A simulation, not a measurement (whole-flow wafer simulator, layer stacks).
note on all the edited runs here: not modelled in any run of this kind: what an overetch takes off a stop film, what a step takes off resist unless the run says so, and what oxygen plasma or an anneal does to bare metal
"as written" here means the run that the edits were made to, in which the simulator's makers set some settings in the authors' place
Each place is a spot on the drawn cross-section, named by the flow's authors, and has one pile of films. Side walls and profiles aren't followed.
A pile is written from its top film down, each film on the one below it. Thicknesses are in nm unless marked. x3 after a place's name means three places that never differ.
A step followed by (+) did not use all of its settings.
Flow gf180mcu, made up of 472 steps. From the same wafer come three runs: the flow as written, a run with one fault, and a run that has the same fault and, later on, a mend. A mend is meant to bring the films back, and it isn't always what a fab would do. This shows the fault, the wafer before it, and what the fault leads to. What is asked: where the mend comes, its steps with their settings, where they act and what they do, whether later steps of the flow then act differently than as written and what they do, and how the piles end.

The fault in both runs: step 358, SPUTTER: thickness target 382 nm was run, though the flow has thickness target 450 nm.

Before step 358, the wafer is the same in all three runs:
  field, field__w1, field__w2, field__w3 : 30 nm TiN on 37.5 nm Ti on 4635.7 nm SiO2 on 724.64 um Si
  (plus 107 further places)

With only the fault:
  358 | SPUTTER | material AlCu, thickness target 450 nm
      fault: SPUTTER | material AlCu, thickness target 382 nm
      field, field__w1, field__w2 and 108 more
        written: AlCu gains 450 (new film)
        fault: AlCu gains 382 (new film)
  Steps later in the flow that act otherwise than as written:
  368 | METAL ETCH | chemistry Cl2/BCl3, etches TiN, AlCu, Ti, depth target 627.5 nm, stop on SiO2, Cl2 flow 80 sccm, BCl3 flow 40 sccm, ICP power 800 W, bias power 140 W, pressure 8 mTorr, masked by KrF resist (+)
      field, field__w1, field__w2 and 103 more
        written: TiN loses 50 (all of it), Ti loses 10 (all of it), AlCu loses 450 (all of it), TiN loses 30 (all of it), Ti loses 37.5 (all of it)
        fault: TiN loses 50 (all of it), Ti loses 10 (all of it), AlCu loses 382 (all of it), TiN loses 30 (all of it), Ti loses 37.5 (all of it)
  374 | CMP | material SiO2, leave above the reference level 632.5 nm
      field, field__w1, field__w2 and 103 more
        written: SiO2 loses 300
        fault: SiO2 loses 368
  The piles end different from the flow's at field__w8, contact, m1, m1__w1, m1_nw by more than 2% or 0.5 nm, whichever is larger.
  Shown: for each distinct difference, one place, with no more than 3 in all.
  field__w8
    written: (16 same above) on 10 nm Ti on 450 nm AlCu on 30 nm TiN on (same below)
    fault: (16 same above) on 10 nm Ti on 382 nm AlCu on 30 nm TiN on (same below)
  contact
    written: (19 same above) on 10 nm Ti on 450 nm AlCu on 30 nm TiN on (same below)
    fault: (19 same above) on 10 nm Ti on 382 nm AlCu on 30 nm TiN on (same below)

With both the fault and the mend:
  After step 358 comes the mend.
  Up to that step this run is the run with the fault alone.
  358a | SPUTTER | material AlCu, thickness target 68 nm (the flow's step 358 again, with other settings)
      field, field__w1, field__w2 and 108 more
        AlCu gains 68
  None of the later steps of the flow acts differently than as written at any place that is followed.
  The piles end the same as the flow's at every place that both follow.
